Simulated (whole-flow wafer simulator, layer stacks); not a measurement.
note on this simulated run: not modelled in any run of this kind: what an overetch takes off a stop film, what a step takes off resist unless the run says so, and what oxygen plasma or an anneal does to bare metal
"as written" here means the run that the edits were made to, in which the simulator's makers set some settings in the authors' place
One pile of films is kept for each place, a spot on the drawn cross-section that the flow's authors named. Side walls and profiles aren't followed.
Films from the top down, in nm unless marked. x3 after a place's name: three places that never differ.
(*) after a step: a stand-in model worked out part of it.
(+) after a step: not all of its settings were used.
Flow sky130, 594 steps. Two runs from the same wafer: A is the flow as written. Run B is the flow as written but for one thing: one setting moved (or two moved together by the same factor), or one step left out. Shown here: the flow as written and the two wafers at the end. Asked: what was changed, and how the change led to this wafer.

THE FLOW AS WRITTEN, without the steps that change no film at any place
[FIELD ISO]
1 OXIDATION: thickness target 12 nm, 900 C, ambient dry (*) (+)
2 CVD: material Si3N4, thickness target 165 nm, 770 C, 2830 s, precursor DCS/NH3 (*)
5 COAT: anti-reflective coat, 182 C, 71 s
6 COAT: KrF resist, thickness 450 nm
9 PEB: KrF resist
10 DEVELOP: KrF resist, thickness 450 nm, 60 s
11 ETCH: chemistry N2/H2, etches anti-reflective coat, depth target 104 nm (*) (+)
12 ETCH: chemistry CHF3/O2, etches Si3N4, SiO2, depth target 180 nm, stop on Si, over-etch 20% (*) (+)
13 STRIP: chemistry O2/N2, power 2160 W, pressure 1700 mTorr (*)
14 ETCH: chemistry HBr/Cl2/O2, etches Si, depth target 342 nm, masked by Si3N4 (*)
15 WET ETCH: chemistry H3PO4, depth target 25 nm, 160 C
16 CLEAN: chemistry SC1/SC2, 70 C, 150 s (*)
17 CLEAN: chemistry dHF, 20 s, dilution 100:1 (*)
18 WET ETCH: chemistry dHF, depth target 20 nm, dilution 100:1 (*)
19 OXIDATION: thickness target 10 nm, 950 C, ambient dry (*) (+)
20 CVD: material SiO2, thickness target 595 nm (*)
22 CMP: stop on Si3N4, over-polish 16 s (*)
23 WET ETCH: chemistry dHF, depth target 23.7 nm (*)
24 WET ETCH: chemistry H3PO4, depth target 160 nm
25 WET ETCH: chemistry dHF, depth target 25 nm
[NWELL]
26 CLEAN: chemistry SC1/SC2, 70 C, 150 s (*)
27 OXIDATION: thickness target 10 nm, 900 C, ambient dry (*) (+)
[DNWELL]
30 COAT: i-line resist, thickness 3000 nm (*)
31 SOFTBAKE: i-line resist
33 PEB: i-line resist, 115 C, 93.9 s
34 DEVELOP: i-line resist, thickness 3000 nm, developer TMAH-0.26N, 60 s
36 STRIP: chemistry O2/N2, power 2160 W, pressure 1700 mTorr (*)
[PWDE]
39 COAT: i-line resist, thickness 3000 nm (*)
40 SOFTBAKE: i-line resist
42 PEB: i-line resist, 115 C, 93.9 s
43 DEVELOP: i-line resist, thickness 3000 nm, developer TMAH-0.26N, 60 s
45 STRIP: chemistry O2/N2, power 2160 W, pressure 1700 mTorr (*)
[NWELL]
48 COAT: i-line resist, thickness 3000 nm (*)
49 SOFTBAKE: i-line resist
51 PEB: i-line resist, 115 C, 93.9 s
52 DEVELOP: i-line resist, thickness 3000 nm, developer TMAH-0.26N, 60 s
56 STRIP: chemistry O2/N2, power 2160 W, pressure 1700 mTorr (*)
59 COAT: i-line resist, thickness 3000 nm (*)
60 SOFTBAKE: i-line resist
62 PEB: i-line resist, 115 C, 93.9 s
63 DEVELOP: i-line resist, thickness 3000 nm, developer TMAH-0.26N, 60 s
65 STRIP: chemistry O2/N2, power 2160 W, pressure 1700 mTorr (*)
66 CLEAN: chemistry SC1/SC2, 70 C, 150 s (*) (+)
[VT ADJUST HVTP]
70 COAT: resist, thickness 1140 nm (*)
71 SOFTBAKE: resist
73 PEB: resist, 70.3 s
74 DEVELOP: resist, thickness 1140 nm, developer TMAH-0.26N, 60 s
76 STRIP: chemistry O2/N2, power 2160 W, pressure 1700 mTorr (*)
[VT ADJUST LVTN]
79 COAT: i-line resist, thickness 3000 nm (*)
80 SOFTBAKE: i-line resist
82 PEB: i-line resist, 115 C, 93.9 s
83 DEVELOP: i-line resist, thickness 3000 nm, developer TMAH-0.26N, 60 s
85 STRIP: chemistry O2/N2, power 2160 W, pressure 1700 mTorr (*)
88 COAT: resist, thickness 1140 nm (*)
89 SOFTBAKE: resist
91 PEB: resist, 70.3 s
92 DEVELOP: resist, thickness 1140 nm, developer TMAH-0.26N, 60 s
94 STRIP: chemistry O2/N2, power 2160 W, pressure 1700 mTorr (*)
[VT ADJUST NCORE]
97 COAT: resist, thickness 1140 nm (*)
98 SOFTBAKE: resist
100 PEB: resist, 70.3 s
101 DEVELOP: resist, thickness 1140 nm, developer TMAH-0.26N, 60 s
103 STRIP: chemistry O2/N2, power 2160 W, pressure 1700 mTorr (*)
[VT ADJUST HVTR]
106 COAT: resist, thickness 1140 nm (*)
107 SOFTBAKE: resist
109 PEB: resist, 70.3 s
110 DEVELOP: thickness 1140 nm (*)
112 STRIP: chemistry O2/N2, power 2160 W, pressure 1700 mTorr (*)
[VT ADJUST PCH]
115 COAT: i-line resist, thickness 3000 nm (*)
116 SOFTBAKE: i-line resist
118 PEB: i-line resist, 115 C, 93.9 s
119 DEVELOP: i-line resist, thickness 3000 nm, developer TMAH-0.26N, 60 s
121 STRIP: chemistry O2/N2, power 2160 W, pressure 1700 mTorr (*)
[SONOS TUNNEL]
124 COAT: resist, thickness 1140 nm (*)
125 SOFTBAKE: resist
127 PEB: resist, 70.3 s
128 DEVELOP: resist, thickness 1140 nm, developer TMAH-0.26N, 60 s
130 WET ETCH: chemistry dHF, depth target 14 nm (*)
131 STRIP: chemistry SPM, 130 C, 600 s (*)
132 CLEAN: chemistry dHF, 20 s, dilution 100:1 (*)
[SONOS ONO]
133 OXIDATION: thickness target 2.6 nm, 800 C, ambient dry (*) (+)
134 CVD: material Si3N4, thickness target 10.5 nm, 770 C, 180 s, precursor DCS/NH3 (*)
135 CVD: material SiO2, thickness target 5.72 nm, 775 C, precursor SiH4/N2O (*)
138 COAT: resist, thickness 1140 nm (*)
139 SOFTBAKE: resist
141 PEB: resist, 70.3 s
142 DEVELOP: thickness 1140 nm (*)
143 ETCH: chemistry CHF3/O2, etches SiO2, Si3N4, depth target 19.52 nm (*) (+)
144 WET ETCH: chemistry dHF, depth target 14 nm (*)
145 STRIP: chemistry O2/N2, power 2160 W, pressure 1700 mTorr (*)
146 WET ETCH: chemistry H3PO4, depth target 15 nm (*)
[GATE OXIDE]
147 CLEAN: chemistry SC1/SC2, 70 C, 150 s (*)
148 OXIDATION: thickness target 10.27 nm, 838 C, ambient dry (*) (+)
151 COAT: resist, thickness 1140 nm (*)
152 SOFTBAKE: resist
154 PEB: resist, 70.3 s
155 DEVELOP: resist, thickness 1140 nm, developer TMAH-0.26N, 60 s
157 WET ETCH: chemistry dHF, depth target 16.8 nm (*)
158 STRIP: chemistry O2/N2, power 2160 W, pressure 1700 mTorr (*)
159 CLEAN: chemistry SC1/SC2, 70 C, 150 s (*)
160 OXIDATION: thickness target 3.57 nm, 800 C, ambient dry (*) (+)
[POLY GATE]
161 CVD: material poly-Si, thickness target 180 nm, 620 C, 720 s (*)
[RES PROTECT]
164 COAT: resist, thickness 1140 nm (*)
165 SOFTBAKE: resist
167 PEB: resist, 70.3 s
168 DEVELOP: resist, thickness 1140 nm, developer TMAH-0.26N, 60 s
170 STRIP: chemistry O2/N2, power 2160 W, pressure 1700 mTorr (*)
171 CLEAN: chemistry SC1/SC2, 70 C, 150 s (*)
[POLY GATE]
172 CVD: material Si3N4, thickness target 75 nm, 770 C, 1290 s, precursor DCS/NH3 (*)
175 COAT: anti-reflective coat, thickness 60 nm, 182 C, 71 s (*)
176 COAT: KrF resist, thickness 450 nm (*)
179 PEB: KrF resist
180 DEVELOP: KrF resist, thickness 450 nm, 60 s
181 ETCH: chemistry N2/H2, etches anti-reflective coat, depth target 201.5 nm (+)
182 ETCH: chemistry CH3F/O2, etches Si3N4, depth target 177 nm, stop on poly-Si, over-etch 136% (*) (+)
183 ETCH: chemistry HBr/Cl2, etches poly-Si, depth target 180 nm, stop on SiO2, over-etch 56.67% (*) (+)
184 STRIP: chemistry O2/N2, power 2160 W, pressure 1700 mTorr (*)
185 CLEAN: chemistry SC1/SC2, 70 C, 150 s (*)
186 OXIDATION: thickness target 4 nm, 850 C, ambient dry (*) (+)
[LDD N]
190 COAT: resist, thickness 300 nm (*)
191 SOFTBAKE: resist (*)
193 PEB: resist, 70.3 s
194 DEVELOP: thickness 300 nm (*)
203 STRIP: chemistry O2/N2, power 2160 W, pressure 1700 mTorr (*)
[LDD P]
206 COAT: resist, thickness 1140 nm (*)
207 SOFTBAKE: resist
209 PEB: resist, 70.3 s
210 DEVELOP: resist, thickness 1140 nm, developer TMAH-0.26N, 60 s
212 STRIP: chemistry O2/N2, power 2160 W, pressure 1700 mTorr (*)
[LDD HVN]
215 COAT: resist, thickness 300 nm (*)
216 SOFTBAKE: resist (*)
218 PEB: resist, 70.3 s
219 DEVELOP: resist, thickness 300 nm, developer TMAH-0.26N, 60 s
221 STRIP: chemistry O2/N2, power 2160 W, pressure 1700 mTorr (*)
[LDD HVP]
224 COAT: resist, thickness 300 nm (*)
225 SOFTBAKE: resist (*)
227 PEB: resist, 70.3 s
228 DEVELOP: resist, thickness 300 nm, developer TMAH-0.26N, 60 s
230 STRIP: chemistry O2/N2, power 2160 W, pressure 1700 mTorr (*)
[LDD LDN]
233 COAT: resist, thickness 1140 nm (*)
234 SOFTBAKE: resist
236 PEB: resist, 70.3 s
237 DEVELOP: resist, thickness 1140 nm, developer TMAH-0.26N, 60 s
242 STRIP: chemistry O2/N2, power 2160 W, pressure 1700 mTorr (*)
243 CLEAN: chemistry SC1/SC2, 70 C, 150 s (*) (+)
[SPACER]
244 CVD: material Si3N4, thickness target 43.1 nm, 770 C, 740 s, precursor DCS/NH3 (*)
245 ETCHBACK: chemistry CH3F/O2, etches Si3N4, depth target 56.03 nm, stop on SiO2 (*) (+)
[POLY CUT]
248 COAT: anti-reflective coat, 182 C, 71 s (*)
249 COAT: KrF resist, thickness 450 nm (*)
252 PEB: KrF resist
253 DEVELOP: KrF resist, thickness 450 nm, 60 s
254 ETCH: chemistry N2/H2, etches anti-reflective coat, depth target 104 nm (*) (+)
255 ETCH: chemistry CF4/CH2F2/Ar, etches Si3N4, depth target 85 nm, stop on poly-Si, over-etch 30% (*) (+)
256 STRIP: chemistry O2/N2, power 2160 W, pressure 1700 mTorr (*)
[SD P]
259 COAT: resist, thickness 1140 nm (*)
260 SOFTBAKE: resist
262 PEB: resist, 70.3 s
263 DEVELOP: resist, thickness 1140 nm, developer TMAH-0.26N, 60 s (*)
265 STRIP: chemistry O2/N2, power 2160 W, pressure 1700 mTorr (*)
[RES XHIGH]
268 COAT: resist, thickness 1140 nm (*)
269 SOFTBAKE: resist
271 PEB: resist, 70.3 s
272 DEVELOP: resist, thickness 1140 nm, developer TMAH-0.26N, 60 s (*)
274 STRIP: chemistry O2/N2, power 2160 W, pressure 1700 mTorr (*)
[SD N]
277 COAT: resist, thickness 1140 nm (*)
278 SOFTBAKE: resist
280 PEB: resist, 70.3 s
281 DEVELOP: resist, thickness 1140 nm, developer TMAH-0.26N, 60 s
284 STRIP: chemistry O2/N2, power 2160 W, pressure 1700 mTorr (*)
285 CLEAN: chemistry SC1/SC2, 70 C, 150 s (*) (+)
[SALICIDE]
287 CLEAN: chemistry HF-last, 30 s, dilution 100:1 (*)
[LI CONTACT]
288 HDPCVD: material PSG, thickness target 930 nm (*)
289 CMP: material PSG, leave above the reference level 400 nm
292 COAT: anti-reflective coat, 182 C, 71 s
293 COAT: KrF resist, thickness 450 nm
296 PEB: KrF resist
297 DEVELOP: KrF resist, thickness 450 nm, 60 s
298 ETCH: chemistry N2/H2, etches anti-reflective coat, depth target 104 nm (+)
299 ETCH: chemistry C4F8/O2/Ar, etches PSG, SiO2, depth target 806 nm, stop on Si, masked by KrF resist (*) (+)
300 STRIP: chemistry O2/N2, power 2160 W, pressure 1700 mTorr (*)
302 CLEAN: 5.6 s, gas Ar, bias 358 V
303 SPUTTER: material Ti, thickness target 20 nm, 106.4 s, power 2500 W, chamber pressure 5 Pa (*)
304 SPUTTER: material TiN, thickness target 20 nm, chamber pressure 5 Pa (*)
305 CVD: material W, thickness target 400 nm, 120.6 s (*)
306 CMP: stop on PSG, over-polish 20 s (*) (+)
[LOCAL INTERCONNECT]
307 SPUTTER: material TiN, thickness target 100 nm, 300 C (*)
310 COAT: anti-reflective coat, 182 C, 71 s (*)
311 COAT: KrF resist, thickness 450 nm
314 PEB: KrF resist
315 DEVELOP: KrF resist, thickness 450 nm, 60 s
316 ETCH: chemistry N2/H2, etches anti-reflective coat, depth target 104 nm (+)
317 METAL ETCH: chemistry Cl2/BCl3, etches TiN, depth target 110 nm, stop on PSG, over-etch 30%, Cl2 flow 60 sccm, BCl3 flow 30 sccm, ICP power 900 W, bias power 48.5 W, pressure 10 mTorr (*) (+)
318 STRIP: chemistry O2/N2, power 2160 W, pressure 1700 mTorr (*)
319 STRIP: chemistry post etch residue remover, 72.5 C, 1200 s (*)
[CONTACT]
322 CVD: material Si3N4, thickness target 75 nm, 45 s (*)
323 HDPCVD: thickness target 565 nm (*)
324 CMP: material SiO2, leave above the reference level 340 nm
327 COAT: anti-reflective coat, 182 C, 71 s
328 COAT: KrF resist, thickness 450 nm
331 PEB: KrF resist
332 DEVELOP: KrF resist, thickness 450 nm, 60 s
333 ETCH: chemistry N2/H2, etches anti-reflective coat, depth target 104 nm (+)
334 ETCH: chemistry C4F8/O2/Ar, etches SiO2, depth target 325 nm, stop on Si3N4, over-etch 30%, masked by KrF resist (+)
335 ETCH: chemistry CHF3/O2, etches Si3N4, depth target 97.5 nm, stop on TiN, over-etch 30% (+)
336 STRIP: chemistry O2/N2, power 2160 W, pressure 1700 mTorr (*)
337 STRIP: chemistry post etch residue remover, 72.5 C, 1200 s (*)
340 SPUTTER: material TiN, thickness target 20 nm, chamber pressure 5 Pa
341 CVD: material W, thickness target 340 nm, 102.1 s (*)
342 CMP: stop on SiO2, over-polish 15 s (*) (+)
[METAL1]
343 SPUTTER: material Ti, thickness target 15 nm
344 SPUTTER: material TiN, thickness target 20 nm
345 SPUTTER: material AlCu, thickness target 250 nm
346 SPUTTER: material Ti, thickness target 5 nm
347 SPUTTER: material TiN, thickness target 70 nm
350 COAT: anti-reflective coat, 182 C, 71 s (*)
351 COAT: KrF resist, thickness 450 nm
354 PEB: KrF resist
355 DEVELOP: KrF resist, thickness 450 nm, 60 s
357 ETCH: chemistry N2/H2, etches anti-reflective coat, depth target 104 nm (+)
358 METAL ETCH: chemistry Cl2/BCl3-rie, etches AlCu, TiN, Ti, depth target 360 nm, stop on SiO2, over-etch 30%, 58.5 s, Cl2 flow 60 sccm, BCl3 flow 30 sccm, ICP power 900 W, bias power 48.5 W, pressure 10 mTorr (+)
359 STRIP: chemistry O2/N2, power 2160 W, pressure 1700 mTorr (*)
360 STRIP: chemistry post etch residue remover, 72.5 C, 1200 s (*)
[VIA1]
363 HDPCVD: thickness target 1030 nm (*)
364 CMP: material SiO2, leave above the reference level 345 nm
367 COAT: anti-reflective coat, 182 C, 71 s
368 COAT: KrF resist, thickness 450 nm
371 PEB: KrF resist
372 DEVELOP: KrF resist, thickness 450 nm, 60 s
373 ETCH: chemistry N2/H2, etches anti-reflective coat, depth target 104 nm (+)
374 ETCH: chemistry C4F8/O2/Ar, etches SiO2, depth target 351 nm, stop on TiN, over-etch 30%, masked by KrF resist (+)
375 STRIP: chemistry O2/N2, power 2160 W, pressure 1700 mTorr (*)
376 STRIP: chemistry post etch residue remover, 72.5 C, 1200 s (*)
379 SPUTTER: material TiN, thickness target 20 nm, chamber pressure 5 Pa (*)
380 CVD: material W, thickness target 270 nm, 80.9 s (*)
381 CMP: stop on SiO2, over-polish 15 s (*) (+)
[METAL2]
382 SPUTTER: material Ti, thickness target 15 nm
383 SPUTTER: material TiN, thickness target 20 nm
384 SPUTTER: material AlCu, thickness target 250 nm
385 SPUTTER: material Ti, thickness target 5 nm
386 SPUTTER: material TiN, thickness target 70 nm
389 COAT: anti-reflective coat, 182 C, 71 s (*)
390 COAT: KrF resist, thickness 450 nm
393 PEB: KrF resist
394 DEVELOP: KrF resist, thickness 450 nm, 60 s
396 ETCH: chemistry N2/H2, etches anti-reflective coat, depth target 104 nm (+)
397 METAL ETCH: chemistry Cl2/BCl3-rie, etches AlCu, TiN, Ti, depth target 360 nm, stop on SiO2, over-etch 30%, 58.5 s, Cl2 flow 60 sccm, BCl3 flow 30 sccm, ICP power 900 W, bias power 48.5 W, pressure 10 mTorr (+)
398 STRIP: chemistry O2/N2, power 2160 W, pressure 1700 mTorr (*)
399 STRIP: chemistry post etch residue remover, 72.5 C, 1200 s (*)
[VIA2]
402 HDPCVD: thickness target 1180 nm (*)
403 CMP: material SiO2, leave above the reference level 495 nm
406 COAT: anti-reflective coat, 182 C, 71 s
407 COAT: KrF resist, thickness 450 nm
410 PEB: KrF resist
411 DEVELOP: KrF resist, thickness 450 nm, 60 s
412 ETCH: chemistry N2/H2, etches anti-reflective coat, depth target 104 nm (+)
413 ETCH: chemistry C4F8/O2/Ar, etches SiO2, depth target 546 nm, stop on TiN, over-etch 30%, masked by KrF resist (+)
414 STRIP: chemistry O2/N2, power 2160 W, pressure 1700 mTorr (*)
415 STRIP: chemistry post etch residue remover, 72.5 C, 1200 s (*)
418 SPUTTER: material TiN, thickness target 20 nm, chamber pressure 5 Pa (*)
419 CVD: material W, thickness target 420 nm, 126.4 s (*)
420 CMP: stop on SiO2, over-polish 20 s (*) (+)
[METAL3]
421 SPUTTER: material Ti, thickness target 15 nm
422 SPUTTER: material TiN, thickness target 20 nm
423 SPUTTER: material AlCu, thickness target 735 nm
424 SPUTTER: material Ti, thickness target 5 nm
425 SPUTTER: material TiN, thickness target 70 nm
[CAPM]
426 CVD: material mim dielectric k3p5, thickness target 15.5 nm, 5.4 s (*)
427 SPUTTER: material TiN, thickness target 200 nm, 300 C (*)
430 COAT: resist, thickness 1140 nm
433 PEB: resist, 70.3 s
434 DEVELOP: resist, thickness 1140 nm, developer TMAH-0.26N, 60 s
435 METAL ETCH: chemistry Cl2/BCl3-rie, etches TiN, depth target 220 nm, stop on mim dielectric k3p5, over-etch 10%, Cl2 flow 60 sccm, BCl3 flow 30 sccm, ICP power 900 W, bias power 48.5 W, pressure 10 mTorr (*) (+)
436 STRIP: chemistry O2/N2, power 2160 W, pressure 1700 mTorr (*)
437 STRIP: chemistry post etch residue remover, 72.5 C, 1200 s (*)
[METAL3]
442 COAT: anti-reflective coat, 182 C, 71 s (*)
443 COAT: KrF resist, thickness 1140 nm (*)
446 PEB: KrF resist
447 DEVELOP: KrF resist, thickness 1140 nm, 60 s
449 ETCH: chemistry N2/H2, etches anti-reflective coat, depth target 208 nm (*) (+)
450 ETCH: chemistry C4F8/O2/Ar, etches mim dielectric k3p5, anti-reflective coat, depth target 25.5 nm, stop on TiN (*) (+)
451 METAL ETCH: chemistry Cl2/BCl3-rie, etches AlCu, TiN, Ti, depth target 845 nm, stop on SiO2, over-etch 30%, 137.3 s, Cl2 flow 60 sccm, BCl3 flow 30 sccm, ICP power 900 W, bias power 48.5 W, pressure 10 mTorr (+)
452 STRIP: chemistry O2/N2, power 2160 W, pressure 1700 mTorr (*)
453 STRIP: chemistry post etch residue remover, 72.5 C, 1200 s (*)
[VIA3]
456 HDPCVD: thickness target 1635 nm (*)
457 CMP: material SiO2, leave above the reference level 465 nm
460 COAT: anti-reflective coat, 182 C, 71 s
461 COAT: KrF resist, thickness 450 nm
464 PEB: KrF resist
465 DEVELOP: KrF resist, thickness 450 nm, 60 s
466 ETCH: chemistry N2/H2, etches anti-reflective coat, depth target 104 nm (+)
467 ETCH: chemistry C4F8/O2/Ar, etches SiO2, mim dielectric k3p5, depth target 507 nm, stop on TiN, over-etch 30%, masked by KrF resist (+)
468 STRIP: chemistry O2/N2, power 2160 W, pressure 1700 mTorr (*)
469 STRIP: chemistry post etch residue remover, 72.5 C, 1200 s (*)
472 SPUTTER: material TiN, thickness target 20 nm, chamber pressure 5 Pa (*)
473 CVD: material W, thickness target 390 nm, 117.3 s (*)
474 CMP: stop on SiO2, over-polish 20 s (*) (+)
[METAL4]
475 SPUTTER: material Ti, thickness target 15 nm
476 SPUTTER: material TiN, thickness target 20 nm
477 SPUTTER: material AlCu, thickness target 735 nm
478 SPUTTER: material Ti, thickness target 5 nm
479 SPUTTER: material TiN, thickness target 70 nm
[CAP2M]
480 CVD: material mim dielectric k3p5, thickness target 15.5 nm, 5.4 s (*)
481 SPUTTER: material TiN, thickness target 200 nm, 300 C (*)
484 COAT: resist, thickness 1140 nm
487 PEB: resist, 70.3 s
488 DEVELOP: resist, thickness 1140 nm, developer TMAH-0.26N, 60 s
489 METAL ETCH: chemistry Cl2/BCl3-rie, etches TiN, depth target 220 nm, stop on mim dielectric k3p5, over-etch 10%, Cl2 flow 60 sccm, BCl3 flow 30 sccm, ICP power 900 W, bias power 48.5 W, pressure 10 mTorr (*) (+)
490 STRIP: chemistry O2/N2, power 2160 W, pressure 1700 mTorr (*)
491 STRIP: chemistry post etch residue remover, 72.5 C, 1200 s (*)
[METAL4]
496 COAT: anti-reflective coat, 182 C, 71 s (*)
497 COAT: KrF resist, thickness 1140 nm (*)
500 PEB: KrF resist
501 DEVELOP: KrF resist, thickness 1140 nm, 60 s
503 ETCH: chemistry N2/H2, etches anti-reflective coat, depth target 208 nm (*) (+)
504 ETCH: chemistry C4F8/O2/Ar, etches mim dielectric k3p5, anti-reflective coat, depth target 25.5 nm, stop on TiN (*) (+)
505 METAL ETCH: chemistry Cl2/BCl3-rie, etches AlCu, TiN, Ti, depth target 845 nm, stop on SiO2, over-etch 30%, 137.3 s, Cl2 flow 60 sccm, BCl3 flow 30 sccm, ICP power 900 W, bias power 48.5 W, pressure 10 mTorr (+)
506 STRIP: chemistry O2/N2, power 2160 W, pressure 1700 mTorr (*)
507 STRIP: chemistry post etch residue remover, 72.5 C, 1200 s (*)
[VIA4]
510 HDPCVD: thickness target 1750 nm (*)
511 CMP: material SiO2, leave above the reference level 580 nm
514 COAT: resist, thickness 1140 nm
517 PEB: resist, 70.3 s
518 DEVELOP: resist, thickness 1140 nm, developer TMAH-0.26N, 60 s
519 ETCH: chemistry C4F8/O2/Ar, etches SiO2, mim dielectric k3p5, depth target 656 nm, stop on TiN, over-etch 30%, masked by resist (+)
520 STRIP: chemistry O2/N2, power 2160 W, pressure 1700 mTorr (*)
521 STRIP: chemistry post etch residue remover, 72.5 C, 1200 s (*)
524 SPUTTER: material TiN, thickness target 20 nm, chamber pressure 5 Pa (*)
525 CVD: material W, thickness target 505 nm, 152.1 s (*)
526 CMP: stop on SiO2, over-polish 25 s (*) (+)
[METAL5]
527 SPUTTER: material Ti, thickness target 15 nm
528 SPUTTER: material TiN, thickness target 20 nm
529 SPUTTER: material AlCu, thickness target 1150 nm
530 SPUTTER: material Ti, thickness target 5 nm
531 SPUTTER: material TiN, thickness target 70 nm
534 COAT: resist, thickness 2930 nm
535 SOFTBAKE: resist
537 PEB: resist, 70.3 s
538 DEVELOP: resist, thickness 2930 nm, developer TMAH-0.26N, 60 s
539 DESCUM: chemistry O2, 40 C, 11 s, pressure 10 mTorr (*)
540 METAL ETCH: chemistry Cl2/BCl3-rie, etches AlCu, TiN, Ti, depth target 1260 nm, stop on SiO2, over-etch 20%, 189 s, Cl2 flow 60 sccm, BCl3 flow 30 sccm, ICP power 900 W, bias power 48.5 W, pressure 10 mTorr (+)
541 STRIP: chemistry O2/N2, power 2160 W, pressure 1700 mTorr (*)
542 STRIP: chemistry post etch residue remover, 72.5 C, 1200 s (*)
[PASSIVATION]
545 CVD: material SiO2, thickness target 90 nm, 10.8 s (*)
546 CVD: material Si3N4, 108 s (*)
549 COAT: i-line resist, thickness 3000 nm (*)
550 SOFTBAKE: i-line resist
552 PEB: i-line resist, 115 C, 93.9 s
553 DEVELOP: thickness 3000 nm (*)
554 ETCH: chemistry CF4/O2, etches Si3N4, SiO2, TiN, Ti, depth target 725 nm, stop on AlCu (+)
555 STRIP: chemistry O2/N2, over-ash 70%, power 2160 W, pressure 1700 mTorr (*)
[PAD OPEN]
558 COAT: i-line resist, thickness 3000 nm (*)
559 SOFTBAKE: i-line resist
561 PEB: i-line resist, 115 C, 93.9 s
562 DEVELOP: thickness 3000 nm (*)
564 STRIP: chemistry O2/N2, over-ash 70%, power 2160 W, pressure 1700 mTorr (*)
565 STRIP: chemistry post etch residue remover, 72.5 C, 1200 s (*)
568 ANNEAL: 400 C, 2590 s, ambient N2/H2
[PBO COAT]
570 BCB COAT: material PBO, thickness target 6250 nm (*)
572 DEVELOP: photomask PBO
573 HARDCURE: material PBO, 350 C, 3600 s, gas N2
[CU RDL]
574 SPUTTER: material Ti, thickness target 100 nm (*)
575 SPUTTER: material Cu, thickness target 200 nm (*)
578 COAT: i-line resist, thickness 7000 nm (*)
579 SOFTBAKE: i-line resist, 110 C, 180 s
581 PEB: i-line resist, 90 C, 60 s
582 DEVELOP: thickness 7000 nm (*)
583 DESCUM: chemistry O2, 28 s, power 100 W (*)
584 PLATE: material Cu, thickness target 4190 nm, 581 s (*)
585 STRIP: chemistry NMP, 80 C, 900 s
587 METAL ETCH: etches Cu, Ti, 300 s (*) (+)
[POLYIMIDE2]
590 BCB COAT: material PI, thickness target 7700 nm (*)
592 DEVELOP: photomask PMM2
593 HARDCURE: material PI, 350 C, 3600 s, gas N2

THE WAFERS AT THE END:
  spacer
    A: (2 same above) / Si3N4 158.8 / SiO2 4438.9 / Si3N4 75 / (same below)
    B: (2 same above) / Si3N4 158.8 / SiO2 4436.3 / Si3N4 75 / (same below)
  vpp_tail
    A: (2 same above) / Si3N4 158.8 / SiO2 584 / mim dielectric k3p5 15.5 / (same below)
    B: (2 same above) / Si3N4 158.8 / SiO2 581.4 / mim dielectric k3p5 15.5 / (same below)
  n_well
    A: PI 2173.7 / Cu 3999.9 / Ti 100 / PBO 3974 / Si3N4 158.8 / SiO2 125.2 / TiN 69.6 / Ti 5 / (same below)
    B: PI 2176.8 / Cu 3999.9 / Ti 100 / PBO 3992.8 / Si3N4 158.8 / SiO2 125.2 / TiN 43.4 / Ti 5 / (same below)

The cause: step 531, SPUTTER: thickness target 43.8 nm was run, where the flow has thickness target 70 nm.

How the change led to this, step by step:
  531 SPUTTER: material TiN, thickness target 70 nm
      field, active, n_well and 190 more: A TiN +70 (new film) | B TiN +43.8 (new film)
  540 METAL ETCH: chemistry Cl2/BCl3-rie, etches AlCu, TiN, Ti, depth target 1260 nm, stop on SiO2, over-etch 20%, 189 s, Cl2 flow 60 sccm, BCl3 flow 30 sccm, ICP power 900 W, bias power 48.5 W, pressure 10 mTorr (+)
      field, active, gate and 175 more: A TiN -70 (all of it), Ti -5 (all of it), AlCu -1150 (all of it), TiN -20 (all of it), Ti -15 (all of it), SiO2 -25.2 | B TiN -43.8 (all of it), Ti -5 (all of it), AlCu -1150 (all of it), TiN -20 (all of it), Ti -15 (all of it), SiO2 -27.8
  550 SOFTBAKE: i-line resist
      gate: A i-line resist -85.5 | B i-line resist -82.9
      spacer: A i-line resist -97.5 | B i-line resist -94.5
      (and at 50 more places)
  554 ETCH: chemistry CF4/O2, etches Si3N4, SiO2, TiN, Ti, depth target 725 nm, stop on AlCu (+)
      field, active, n_well and 189 more: A i-line resist -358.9 | B i-line resist -332.7
      pad: A Si3N4 -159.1 (all of it), SiO2 -125.2 (all of it), TiN -69.6 (all of it), Ti -5 (all of it) | B Si3N4 -159.1 (all of it), SiO2 -125.2 (all of it), TiN -43.4 (all of it), Ti -5 (all of it)
  555 STRIP: chemistry O2/N2, over-ash 70%, power 2160 W, pressure 1700 mTorr (*)
      n_well, p_well, sd_n, sd_p: A i-line resist -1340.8 (all of it) | B i-line resist -1390 (all of it)
      m1: A i-line resist -1364.1 (all of it) | B i-line resist -1412.8 (all of it)
      (and at 8 more places)
  559 SOFTBAKE: i-line resist
      gate: A i-line resist -85.5 | B i-line resist -82.9
      gate_hv: A i-line resist +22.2 | B i-line resist +21.5
      (and at 53 more places)
  579 SOFTBAKE: i-line resist, 110 C, 180 s
      m5_stack_ln: A i-line resist -30 | B i-line resist -29.3
